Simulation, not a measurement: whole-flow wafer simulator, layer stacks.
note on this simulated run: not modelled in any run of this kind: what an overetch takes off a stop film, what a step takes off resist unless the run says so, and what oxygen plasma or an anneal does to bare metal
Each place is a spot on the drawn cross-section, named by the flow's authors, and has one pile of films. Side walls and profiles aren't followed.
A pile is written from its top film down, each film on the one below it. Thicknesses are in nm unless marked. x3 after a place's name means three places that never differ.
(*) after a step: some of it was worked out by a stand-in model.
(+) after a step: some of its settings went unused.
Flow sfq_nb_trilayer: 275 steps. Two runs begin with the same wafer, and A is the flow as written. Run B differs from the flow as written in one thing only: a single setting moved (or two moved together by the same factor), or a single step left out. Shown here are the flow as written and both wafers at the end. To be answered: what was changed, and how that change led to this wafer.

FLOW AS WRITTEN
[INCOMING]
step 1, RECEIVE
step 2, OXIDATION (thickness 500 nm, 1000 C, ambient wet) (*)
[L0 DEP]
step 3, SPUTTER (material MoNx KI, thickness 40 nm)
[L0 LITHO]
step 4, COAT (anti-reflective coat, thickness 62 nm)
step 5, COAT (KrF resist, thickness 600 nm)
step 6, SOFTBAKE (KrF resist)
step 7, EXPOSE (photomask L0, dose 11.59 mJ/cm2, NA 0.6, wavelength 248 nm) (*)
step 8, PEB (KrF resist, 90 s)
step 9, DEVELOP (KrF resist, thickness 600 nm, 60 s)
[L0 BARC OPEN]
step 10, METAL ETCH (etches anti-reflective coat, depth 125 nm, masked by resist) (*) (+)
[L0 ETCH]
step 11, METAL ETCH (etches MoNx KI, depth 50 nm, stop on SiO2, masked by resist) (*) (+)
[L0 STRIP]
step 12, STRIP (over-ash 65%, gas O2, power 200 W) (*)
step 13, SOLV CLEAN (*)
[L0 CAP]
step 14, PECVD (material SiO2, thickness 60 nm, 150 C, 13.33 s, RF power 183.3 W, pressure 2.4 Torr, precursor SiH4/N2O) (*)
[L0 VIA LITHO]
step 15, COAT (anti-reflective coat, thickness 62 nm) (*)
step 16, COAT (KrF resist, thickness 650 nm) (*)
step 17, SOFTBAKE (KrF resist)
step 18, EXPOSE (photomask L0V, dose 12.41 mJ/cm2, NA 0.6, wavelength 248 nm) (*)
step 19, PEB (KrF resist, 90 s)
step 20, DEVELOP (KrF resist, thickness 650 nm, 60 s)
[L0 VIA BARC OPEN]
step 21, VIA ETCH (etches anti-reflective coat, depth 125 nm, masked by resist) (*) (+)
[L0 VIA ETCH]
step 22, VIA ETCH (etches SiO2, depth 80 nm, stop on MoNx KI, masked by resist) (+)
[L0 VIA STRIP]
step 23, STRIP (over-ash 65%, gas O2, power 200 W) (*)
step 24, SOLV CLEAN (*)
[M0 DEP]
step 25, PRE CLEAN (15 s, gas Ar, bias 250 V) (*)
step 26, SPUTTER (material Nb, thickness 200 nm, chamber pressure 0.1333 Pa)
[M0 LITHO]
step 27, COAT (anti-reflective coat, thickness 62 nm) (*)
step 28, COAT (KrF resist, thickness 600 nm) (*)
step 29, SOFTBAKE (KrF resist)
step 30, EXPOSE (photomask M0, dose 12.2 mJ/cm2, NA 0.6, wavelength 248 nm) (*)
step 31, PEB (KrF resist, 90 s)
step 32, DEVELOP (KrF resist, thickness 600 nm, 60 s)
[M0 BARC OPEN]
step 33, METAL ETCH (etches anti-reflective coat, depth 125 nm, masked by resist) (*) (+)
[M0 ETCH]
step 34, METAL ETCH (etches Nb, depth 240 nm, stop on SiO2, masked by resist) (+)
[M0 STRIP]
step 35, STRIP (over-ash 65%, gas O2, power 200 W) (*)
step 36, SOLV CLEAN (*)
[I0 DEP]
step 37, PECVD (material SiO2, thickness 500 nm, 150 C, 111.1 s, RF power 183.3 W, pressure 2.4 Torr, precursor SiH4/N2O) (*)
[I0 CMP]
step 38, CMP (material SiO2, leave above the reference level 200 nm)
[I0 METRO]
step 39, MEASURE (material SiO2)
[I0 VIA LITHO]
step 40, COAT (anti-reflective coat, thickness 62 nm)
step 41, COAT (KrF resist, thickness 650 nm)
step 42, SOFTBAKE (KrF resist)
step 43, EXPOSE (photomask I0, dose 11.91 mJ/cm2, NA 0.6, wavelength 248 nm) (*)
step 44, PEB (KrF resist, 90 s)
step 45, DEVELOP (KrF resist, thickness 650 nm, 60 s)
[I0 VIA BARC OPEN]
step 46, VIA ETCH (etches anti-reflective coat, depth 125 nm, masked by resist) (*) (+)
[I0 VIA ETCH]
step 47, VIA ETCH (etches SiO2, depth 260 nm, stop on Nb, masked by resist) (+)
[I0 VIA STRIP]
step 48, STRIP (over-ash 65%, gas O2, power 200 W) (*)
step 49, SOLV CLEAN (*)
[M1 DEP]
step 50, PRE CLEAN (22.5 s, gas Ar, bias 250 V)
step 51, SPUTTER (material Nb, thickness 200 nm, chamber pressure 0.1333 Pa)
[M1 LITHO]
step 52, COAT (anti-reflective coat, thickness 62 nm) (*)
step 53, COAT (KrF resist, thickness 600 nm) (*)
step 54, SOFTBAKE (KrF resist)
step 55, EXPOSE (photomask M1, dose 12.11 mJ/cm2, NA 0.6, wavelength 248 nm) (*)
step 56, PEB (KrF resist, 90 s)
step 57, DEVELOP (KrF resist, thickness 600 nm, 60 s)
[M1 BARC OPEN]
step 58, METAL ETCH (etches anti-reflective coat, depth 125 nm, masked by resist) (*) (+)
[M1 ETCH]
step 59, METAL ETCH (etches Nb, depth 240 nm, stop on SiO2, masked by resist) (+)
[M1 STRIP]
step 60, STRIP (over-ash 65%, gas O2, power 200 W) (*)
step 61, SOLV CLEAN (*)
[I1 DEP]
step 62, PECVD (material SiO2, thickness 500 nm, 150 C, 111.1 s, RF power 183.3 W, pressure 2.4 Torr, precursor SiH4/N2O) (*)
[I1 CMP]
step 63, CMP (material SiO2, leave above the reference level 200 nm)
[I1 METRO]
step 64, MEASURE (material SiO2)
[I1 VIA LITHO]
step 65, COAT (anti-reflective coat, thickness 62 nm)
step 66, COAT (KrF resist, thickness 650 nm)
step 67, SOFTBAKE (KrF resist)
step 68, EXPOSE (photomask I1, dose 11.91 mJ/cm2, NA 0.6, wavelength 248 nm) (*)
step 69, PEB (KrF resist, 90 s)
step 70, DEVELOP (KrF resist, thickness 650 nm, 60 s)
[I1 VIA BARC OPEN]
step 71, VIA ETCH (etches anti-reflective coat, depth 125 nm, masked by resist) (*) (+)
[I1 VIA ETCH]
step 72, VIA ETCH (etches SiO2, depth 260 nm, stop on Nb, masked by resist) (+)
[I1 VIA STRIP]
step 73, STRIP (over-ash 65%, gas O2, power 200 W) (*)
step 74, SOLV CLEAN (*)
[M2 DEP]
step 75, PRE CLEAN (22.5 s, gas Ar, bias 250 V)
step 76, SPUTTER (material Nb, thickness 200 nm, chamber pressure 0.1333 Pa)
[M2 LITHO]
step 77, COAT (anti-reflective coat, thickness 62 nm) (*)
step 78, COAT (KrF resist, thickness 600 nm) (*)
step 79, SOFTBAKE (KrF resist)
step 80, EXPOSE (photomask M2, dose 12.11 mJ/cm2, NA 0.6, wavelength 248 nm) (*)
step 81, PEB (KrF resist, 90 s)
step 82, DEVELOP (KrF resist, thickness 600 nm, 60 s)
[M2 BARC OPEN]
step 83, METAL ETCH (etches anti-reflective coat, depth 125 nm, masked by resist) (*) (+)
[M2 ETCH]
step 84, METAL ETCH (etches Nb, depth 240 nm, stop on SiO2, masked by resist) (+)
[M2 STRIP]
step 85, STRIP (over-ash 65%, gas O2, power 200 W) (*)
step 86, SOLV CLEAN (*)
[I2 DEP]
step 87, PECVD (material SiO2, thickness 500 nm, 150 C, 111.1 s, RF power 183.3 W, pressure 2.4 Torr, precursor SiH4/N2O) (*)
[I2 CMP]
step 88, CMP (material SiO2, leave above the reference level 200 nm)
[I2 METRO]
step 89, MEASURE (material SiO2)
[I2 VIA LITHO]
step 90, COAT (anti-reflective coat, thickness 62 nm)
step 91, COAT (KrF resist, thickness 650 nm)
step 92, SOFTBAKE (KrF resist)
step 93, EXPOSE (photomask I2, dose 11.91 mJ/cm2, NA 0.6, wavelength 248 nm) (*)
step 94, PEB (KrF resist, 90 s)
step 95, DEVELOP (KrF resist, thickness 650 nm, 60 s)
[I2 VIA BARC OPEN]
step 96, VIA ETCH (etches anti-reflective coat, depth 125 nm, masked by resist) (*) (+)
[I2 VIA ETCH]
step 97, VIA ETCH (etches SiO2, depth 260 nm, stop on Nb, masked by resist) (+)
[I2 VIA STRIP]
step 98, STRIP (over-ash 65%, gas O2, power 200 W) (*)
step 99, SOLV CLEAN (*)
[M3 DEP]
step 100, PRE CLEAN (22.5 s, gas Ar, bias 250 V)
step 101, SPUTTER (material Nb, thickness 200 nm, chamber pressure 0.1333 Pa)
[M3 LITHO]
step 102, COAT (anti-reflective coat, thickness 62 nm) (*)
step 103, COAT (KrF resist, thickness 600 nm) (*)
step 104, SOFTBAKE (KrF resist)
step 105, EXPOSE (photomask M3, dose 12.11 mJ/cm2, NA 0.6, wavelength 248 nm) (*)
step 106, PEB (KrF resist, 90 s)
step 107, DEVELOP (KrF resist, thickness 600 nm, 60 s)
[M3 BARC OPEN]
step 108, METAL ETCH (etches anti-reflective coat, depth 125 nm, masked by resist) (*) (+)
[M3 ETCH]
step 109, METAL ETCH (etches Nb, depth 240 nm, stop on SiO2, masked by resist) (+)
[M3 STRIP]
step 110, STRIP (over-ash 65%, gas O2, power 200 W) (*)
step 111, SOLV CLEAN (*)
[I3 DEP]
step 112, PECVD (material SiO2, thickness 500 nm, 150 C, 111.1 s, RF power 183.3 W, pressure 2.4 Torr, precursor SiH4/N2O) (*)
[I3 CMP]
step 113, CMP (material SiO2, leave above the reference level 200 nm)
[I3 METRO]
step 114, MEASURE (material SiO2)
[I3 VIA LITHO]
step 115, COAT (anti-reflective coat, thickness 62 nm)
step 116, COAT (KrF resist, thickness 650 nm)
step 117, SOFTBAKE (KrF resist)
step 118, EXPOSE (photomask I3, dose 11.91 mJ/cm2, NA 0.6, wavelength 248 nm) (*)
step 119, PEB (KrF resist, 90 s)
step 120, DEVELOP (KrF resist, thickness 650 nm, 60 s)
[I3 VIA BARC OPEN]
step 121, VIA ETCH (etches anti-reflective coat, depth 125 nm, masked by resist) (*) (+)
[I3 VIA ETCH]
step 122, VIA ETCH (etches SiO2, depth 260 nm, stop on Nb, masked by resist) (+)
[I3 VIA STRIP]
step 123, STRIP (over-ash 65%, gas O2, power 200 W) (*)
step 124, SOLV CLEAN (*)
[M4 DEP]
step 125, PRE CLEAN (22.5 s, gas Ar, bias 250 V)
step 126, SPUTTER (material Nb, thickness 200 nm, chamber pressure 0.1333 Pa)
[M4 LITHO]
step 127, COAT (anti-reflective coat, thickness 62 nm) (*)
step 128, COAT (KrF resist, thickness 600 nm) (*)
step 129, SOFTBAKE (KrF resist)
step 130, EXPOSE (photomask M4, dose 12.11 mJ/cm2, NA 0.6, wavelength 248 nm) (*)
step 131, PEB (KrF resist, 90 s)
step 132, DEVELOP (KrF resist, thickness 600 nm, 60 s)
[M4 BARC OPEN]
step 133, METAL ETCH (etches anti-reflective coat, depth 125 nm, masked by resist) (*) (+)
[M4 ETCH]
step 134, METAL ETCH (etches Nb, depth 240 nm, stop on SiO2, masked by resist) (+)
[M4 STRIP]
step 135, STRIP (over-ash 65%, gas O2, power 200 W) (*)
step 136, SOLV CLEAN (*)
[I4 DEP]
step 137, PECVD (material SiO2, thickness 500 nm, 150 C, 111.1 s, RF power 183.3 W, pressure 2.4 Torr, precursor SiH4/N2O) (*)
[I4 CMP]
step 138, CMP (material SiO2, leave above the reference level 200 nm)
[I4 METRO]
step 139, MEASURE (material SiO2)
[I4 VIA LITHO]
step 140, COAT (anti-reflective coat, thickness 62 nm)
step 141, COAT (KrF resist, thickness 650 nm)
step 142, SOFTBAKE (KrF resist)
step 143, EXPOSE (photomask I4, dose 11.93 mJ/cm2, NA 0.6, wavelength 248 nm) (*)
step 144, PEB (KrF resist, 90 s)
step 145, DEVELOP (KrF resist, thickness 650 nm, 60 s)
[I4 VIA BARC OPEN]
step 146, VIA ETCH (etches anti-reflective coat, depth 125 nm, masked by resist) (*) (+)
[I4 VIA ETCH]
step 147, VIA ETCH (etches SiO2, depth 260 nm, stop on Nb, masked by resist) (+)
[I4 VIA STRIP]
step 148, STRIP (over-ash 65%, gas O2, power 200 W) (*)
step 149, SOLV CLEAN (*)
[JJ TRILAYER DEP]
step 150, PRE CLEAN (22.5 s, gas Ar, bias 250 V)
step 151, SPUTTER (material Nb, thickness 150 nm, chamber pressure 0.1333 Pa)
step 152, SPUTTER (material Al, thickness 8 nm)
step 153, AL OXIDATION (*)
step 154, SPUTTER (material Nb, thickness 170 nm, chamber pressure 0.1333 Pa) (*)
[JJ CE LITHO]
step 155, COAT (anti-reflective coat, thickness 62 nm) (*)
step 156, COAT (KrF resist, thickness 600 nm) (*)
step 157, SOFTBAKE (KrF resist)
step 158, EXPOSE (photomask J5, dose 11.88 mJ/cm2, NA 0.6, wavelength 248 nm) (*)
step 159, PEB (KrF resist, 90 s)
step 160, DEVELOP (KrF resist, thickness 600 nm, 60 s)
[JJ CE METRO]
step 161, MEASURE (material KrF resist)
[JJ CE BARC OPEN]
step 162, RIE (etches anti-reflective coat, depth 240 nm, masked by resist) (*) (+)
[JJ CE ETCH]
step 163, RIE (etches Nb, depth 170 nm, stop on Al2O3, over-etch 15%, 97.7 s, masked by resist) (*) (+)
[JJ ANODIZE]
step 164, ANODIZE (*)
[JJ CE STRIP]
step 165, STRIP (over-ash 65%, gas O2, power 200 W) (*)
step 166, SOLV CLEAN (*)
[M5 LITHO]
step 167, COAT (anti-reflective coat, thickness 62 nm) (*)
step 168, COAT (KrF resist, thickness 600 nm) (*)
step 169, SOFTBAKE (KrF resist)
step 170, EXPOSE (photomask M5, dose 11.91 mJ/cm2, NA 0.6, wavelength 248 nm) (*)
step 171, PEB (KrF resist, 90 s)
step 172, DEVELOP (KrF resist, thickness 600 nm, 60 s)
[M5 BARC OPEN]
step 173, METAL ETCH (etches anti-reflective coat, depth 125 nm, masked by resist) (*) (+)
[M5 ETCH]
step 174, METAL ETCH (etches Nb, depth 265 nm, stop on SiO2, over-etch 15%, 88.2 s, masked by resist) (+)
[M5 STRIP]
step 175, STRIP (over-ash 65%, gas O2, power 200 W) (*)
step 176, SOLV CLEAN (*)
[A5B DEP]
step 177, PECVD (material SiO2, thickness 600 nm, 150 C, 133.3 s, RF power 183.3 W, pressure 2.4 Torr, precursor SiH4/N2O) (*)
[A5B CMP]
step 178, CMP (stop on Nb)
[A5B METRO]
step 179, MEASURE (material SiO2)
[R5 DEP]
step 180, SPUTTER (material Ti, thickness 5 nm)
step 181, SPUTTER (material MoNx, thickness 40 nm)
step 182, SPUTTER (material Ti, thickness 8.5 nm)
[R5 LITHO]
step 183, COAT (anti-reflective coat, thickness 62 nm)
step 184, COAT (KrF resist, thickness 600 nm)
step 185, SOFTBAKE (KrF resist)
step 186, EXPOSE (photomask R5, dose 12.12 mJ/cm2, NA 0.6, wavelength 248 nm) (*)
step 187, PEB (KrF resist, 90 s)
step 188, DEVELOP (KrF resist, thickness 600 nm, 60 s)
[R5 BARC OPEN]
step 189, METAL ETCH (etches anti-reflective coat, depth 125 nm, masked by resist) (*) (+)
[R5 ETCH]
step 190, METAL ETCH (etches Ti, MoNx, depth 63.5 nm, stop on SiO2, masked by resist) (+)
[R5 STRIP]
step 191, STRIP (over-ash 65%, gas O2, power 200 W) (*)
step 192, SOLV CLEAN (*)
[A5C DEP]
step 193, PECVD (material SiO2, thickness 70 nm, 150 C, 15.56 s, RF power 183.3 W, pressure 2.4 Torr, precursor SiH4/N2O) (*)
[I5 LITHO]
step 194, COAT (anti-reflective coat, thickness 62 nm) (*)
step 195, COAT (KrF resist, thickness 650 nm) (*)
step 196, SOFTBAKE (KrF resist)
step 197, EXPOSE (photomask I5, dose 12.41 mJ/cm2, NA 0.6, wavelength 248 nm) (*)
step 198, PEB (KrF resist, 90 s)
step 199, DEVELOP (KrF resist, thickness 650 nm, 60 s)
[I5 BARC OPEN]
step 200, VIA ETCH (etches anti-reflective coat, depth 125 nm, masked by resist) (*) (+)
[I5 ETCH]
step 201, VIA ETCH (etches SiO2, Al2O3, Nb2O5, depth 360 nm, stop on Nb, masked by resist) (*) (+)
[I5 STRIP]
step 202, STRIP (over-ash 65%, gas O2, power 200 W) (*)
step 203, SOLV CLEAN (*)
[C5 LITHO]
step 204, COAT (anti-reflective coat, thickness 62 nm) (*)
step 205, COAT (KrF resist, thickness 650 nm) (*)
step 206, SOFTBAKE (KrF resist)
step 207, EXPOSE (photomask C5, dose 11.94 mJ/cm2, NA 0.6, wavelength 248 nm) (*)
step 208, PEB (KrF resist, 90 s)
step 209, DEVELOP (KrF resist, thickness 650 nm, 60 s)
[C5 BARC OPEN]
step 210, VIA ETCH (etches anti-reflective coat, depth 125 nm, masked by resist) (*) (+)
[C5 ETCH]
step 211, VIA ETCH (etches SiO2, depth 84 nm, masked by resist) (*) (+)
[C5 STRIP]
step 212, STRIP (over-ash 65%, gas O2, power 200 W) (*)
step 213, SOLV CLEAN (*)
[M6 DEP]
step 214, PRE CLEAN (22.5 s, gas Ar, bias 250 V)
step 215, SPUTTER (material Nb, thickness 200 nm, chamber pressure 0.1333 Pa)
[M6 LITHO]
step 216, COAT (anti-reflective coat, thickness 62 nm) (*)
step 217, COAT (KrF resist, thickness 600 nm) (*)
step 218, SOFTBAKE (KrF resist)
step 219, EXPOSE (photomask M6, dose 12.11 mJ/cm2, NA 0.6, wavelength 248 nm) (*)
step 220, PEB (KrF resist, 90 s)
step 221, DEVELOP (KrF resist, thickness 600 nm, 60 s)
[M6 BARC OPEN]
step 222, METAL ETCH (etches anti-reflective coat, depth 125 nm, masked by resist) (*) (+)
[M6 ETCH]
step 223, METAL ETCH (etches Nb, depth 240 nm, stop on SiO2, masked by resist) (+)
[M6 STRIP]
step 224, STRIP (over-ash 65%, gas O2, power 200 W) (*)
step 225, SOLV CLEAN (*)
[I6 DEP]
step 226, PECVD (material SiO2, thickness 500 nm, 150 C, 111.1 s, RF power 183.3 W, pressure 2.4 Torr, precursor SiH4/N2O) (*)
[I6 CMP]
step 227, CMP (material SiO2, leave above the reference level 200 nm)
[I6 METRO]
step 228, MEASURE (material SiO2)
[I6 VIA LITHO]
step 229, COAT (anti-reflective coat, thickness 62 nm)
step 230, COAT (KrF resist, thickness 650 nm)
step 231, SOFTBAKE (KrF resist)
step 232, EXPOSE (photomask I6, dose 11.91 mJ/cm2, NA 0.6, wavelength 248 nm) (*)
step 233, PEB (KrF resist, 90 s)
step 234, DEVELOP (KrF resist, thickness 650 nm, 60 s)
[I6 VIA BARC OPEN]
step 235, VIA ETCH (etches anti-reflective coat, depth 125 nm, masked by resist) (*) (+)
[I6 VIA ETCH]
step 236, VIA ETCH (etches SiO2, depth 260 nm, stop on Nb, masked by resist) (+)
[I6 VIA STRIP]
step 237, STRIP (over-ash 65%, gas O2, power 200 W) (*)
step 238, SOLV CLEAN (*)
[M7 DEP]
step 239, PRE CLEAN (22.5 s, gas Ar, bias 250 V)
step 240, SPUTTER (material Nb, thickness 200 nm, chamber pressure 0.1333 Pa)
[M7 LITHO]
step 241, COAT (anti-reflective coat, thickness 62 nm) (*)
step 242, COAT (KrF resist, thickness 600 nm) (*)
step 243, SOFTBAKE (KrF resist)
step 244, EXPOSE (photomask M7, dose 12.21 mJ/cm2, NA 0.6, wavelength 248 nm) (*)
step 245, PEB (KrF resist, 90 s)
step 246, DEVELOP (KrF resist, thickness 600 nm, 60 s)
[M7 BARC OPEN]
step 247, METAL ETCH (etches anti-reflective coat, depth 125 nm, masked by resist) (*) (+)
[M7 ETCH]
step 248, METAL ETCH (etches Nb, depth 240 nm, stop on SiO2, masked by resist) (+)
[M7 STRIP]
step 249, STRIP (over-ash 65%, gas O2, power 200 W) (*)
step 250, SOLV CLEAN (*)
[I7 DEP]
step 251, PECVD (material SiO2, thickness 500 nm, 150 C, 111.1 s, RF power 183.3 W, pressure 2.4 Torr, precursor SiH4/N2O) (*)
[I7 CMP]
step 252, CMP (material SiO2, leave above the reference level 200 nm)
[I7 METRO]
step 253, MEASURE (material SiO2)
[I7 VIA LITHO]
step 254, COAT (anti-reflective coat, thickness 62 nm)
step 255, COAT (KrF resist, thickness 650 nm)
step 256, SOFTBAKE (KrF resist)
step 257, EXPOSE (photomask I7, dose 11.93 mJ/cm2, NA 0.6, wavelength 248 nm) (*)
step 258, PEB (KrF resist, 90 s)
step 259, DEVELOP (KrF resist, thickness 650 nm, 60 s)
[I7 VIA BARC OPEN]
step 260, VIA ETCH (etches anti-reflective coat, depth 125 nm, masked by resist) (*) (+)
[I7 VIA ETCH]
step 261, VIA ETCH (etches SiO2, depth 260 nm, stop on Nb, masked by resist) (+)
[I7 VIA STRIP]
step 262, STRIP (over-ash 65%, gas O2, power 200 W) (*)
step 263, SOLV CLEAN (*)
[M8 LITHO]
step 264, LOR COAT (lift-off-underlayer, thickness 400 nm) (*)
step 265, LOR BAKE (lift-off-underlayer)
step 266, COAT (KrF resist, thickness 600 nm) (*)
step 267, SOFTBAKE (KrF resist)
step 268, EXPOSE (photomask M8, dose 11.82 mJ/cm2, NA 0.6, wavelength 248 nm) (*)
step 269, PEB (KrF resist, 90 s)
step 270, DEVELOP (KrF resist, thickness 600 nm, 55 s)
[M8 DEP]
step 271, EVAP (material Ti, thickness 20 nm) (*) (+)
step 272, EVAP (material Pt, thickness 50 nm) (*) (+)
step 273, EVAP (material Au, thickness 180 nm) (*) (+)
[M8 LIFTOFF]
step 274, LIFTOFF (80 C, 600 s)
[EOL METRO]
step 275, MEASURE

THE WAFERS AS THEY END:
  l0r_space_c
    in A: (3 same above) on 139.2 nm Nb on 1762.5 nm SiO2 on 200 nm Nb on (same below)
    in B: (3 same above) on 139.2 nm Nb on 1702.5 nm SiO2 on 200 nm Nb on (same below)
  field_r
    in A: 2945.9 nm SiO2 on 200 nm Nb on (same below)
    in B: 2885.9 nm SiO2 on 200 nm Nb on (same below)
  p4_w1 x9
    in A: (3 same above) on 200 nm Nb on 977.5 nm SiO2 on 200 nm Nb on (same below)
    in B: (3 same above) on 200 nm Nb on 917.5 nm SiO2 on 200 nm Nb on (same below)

Cause: step 76, SPUTTER: thickness 140 nm was run, while the flow as written has thickness 200 nm.

Step by step, how the change led to this:
  step 76, SPUTTER (material Nb, thickness 200 nm, chamber pressure 0.1333 Pa)
      field_l, v_sur, via_wl and 102 more: A Nb gains 200 (new film) | B Nb gains 140 (new film)
      via_v: A Nb gains 174.5 | B Nb gains 122.9
  step 77, COAT (anti-reflective coat, thickness 62 nm) (*)
      via_v: A anti-reflective coat gains 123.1 (new film) | B anti-reflective coat gains 120.5 (new film)
  step 84, METAL ETCH (etches Nb, depth 240 nm, stop on SiO2, masked by resist) (+)
      field_l, be, be_sur and 81 more: A Nb loses 200 (all of it) | B Nb loses 140 (all of it)
      v_sur, via_wl, via_w and 19 more: A KrF resist loses 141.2 | B KrF resist loses 123.5
  step 85, STRIP (over-ash 65%, gas O2, power 200 W) (*)
      wl_j_sl, wl_jj, wl_j_sr and 12 more: A KrF resist loses 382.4 (all of it), anti-reflective coat loses 62 (all of it) | B KrF resist loses 400 (all of it), anti-reflective coat loses 62 (all of it)
      v_sur: A KrF resist loses 380 (all of it), anti-reflective coat loses 61.4 (all of it) | B KrF resist loses 397.7 (all of it), anti-reflective coat loses 61.4 (all of it)
      (as well as at 6 more places)
  step 87, PECVD (material SiO2, thickness 500 nm, 150 C, 111.1 s, RF power 183.3 W, pressure 2.4 Torr, precursor SiH4/N2O) (*)
      via_v: A SiO2 gains 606 (new film) | B SiO2 gains 591.6 (new film)
  step 88, CMP (material SiO2, leave above the reference level 200 nm)
      field_l, be, be_sur and 81 more: A SiO2 loses 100 | B SiO2 loses 160
      via_v: A SiO2 loses 181.6 | B SiO2 loses 175.5
